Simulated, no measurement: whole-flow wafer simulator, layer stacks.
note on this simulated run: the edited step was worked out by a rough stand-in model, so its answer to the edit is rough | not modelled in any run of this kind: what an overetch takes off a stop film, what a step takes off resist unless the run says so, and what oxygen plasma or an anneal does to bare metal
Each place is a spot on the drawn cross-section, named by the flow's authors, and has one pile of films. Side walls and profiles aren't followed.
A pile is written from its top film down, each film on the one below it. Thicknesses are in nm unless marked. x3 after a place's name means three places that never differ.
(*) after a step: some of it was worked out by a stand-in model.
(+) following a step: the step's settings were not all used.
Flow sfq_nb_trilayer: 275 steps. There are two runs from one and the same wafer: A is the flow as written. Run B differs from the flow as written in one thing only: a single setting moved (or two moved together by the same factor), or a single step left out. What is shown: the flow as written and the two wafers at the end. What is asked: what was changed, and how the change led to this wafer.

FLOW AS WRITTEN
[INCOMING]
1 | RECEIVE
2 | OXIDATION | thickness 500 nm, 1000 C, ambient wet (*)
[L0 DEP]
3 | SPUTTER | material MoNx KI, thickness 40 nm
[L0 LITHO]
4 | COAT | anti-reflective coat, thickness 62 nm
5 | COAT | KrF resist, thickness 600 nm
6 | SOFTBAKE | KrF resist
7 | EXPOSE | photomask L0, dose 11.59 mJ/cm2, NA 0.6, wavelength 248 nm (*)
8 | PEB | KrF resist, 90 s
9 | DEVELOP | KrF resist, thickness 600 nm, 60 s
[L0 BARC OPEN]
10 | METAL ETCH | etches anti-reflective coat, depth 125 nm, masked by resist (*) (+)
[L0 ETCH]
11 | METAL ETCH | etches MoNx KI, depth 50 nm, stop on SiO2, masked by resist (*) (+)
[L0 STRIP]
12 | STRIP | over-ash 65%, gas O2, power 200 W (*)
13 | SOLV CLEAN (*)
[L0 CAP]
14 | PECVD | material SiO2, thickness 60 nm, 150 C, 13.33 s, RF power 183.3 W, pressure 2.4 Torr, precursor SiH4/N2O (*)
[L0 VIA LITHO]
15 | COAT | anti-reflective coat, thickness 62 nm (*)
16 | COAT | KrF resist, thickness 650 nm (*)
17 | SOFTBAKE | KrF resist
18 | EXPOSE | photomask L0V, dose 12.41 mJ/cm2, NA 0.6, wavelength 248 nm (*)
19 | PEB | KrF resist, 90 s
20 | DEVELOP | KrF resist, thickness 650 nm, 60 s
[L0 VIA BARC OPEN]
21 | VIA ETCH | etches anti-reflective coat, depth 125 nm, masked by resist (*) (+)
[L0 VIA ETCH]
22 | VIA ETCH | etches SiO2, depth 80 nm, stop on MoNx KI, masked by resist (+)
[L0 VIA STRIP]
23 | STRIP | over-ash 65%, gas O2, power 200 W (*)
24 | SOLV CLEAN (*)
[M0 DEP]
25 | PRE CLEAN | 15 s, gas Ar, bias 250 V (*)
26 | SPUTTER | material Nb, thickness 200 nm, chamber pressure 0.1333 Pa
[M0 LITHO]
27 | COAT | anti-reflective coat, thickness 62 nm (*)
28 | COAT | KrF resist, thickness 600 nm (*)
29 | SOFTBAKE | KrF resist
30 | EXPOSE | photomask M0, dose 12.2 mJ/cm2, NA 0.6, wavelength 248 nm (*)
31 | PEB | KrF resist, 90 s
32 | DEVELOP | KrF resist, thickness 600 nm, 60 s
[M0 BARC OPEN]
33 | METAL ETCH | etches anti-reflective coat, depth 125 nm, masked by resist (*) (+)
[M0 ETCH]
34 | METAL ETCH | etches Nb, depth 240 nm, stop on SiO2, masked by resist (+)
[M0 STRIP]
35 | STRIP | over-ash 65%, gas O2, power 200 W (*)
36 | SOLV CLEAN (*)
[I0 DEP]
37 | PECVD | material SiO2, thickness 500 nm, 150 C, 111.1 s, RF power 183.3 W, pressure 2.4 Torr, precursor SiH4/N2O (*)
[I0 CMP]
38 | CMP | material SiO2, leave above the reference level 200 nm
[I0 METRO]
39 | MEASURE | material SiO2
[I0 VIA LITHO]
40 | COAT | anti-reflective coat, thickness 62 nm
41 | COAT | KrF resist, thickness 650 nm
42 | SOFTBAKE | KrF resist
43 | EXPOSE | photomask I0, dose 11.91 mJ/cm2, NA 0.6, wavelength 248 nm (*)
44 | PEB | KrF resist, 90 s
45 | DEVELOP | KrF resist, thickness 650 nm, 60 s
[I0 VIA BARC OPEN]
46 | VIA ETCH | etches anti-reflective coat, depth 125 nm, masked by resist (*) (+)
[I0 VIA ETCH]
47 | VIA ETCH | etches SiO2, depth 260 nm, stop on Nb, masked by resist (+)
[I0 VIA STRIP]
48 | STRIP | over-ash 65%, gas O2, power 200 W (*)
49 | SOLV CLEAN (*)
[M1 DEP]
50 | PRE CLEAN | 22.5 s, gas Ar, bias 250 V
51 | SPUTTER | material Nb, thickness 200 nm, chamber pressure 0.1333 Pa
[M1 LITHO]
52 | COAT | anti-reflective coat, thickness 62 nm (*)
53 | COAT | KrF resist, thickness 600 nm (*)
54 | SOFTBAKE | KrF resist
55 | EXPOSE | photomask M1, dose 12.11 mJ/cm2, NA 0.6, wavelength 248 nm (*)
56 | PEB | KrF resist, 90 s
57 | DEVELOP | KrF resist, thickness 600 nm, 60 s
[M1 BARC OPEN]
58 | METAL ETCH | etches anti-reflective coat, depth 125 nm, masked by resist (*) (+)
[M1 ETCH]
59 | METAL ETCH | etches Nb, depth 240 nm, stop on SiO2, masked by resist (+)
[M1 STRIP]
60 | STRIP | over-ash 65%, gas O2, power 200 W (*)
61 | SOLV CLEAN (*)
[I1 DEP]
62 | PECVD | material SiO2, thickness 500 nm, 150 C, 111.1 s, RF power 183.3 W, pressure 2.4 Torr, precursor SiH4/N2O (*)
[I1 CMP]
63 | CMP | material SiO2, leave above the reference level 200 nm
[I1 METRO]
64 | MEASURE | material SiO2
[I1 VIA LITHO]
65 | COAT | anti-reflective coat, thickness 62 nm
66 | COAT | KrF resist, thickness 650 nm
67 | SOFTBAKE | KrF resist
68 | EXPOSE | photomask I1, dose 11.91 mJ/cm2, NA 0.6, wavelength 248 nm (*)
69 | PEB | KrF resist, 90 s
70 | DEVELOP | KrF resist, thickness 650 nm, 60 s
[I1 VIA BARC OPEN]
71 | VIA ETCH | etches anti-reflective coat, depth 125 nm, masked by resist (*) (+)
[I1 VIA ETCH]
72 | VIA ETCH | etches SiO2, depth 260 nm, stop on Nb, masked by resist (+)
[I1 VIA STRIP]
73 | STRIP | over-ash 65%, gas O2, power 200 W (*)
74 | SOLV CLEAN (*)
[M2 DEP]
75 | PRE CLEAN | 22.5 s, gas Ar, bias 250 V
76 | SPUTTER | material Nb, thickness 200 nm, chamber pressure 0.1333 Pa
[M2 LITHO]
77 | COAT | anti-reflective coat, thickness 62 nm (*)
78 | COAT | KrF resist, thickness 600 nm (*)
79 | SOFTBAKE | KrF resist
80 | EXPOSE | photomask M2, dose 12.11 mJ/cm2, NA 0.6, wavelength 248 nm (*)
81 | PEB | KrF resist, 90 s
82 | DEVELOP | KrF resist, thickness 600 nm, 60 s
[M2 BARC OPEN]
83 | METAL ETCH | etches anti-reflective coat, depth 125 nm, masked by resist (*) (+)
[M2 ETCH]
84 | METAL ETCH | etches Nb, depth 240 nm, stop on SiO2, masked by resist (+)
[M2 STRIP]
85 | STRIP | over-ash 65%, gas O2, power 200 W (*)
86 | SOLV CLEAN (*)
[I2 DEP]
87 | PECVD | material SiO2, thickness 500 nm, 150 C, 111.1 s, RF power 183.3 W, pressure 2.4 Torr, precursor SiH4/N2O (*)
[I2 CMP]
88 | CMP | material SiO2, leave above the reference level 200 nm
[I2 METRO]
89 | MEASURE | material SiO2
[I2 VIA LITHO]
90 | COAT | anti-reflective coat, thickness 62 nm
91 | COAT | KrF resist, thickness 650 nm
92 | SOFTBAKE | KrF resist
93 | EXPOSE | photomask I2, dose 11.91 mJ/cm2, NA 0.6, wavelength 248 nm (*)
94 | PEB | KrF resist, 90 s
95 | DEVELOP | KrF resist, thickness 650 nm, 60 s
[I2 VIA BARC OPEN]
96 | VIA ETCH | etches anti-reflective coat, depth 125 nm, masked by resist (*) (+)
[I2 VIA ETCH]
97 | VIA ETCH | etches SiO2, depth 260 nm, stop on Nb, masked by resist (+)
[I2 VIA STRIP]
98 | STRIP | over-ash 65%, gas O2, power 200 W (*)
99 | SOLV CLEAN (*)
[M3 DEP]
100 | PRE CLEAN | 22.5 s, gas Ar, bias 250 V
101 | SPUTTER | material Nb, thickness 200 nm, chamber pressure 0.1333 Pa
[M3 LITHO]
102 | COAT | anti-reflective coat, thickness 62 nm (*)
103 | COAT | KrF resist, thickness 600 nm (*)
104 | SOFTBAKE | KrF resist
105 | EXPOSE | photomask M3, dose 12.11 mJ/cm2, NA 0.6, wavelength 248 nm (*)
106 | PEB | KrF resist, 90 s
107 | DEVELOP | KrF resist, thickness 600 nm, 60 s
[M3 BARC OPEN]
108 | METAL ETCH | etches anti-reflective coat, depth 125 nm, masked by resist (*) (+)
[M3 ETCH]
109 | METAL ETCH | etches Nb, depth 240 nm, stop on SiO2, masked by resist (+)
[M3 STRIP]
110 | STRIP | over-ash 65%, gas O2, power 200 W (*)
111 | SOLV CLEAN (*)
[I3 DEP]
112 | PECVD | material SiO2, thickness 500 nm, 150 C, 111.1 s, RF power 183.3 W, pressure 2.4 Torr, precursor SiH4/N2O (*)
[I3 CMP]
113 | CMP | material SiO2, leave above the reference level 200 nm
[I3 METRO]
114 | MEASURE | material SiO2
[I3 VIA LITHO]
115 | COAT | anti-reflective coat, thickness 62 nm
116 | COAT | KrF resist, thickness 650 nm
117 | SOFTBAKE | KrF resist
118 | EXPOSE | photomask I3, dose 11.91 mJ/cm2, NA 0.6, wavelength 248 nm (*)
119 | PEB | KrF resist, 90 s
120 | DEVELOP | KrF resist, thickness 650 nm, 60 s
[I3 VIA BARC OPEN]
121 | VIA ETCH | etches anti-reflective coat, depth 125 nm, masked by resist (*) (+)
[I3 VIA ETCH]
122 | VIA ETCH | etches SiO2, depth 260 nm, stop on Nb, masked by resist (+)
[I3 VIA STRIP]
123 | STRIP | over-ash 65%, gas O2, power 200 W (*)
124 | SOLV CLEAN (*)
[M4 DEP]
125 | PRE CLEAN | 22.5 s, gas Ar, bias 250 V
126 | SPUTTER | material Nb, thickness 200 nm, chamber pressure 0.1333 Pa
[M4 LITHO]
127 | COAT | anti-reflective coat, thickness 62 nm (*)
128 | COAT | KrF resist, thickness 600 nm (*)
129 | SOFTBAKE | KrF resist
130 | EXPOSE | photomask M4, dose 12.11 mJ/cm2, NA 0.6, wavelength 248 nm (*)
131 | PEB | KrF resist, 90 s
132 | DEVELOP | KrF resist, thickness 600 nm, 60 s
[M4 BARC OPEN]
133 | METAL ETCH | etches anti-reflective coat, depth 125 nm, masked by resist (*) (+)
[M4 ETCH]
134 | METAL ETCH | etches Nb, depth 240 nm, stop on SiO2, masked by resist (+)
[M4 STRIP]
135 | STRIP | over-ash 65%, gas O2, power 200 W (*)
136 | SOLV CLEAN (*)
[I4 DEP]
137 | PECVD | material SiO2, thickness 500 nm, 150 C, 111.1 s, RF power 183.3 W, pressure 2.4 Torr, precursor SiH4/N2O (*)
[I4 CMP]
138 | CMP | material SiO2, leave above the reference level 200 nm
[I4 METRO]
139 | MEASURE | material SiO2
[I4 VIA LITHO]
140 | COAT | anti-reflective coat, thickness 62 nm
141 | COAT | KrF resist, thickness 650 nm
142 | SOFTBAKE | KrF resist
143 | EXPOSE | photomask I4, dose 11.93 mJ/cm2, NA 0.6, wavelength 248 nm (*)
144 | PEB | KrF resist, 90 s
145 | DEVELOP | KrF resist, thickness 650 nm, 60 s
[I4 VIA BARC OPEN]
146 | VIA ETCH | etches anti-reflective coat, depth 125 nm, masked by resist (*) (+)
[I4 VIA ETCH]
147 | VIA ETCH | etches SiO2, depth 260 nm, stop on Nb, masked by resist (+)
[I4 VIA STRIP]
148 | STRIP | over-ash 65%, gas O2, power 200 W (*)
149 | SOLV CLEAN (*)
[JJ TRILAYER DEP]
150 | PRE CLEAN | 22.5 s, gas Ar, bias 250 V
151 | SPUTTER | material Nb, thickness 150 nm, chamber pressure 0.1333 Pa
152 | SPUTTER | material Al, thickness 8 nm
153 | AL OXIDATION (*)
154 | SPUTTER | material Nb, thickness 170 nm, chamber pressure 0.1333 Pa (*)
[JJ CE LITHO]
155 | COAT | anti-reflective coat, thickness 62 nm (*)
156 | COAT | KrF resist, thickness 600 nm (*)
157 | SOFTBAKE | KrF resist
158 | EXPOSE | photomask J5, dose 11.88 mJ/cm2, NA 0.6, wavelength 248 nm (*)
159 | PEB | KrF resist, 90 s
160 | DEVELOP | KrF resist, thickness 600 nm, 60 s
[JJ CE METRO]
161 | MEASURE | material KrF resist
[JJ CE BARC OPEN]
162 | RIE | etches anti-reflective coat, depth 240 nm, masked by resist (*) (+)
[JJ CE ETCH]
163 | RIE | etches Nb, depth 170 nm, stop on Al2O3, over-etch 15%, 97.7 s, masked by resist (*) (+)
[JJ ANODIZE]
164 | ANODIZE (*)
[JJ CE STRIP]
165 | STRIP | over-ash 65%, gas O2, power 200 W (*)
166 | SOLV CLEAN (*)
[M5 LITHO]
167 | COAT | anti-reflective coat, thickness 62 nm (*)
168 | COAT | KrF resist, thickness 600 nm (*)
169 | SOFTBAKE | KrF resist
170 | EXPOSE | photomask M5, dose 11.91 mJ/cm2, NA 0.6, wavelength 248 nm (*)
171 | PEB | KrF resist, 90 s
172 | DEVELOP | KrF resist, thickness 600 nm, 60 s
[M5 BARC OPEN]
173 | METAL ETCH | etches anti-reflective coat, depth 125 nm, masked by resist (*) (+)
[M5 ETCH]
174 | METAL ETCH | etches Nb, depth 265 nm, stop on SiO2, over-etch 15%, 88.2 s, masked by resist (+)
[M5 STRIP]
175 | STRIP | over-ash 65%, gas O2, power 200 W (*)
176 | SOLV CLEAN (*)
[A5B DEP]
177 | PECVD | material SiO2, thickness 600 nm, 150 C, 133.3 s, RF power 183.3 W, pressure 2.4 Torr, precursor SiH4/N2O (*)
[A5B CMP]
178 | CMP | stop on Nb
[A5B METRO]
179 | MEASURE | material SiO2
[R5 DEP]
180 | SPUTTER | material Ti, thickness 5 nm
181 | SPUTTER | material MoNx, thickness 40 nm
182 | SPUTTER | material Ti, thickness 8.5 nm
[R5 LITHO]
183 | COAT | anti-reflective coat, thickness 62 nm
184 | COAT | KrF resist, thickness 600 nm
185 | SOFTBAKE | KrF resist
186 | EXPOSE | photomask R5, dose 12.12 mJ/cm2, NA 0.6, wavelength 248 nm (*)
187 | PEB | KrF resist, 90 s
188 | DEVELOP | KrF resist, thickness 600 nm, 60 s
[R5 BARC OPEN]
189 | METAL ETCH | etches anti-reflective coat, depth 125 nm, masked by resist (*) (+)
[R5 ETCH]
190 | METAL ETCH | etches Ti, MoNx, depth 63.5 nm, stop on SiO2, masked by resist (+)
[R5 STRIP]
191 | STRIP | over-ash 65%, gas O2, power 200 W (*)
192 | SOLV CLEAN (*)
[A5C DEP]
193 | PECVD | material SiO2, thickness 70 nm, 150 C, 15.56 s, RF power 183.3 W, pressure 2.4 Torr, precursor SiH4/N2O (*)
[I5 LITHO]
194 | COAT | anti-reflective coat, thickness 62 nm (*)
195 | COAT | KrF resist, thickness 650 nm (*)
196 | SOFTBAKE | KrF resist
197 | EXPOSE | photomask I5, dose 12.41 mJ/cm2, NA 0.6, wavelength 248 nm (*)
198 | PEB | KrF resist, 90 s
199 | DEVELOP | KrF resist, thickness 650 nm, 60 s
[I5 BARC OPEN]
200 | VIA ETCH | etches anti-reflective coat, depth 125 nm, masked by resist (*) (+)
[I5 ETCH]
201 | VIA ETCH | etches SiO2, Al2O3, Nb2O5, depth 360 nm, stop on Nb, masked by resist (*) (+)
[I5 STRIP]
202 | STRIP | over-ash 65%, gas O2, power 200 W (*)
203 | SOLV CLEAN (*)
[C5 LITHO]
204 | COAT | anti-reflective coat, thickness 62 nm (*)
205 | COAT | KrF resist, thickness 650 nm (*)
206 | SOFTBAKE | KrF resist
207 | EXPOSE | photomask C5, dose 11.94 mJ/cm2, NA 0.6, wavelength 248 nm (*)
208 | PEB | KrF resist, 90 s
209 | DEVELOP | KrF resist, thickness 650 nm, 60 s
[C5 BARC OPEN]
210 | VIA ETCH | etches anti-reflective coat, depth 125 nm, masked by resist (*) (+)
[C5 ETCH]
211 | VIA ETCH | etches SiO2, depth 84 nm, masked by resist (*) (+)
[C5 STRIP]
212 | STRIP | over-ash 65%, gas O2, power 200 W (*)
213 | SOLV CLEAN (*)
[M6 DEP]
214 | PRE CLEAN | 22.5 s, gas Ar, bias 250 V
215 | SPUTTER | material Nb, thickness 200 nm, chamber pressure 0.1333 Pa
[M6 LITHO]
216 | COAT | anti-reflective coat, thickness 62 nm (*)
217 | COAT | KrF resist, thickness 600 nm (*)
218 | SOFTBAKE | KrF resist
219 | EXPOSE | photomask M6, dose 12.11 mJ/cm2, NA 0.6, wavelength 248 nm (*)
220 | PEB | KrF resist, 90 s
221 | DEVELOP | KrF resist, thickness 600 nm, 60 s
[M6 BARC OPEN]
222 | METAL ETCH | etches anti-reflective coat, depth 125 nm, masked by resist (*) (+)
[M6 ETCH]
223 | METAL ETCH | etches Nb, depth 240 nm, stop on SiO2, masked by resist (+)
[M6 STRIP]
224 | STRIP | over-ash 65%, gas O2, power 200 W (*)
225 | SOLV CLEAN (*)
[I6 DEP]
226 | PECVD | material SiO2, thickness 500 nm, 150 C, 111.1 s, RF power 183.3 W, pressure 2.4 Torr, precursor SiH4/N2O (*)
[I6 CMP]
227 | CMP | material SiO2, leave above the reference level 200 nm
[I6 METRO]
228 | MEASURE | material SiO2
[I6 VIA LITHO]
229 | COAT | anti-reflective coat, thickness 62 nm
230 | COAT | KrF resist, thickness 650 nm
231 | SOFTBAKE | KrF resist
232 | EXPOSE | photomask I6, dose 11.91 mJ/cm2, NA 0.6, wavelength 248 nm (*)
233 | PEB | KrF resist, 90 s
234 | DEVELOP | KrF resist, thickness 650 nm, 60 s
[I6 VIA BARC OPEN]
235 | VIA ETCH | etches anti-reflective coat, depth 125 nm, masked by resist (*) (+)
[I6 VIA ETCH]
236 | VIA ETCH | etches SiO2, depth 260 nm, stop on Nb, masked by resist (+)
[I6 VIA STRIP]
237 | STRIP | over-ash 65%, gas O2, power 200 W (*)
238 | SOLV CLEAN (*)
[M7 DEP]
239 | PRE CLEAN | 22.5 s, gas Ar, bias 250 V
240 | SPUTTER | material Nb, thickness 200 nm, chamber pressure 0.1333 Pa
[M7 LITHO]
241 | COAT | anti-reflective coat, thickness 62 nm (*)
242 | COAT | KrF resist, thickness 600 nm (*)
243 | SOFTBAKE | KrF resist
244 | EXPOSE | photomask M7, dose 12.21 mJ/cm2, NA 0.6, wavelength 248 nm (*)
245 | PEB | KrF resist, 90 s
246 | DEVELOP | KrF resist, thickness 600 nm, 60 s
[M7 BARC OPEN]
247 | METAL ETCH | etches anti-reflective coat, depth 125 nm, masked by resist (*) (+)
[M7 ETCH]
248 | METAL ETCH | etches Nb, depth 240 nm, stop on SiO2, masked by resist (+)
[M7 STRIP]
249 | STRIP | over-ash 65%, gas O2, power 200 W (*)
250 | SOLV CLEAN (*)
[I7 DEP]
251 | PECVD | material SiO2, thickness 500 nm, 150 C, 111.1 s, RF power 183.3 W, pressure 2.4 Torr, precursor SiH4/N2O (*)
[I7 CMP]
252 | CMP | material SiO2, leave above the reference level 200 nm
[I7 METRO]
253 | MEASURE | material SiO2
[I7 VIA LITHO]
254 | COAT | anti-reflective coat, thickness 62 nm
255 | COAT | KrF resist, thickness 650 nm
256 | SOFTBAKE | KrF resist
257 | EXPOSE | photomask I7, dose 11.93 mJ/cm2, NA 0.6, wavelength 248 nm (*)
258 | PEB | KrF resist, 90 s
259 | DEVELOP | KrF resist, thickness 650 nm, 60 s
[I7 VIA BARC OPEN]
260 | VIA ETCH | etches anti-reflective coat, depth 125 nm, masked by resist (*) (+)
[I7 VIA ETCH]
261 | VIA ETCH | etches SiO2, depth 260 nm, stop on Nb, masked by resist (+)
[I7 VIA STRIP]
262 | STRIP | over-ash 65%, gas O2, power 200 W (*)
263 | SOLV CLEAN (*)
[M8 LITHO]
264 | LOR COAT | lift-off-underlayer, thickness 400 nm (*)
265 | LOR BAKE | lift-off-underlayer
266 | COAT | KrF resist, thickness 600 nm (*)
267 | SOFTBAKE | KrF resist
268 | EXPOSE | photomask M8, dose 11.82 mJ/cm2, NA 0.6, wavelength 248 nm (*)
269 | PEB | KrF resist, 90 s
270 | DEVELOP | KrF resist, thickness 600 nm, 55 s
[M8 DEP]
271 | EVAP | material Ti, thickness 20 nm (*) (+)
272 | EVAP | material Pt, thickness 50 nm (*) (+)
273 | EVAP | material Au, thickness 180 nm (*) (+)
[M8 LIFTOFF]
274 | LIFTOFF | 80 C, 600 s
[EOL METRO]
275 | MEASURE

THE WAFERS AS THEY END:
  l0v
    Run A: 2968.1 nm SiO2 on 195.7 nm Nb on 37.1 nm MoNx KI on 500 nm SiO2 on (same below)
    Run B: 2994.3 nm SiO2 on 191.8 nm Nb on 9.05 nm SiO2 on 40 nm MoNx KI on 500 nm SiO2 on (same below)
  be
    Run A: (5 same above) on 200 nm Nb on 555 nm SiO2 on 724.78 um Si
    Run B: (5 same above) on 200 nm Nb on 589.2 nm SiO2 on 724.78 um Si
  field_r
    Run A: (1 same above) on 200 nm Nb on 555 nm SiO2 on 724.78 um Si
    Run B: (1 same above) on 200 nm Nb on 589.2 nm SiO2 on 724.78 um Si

The reason: step 14, PECVD: thickness 94.2 nm was run, while the flow as written has thickness 60 nm; step 14, PECVD: 20.93 s was run, where the flow has 13.33 s.

The path from the change to this, step by step:
  14 | PECVD | material SiO2, thickness 60 nm, 150 C, 13.33 s, RF power 183.3 W, pressure 2.4 Torr, precursor SiH4/N2O (*)
      v_sur, via_wl, via_w and 97 more: A SiO2 gains 60 | B SiO2 gains 94.2
      field_l, l0_sur, l0v, l0r_line_l, l0r_line_c, l0r_line_r: A SiO2 gains 60 (new film) | B SiO2 gains 94.2 (new film)
  22 | VIA ETCH | etches SiO2, depth 80 nm, stop on MoNx KI, masked by resist (+)
      l0v: A SiO2 loses 59.8 (all of it) | B SiO2 loses 80
  25 | PRE CLEAN | 15 s, gas Ar, bias 250 V (*)
      l0v: A MoNx KI loses 2.91 | B SiO2 loses 5
  27 | COAT | anti-reflective coat, thickness 62 nm (*)
      l0_sur: A anti-reflective coat gains 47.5 (new film) | B anti-reflective coat gains 45.9 (new film)
      l0v: A anti-reflective coat gains 78 (new film) | B anti-reflective coat gains 83.5 (new film)
  28 | COAT | KrF resist, thickness 600 nm (*)
      l0v: A KrF resist gains 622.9 (new film) | B KrF resist gains 637.9 (new film)
  35 | STRIP | over-ash 65%, gas O2, power 200 W (*)
      l0_sur: A KrF resist loses 372 (all of it), anti-reflective coat loses 47.5 (all of it) | B KrF resist loses 369.6 (all of it), anti-reflective coat loses 45.9 (all of it)
      l0v: A KrF resist loses 405.3 (all of it), anti-reflective coat loses 78 (all of it) | B KrF resist loses 420.2 (all of it), anti-reflective coat loses 83.5 (all of it)
  38 | CMP | material SiO2, leave above the reference level 200 nm
      l0v: A SiO2 loses 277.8 | B SiO2 loses 251.6
With metal films that touch counted as one body, l0v has 2 bodies (between them, from the top down: SiO2 9.05); the flow as written gives 1 body.
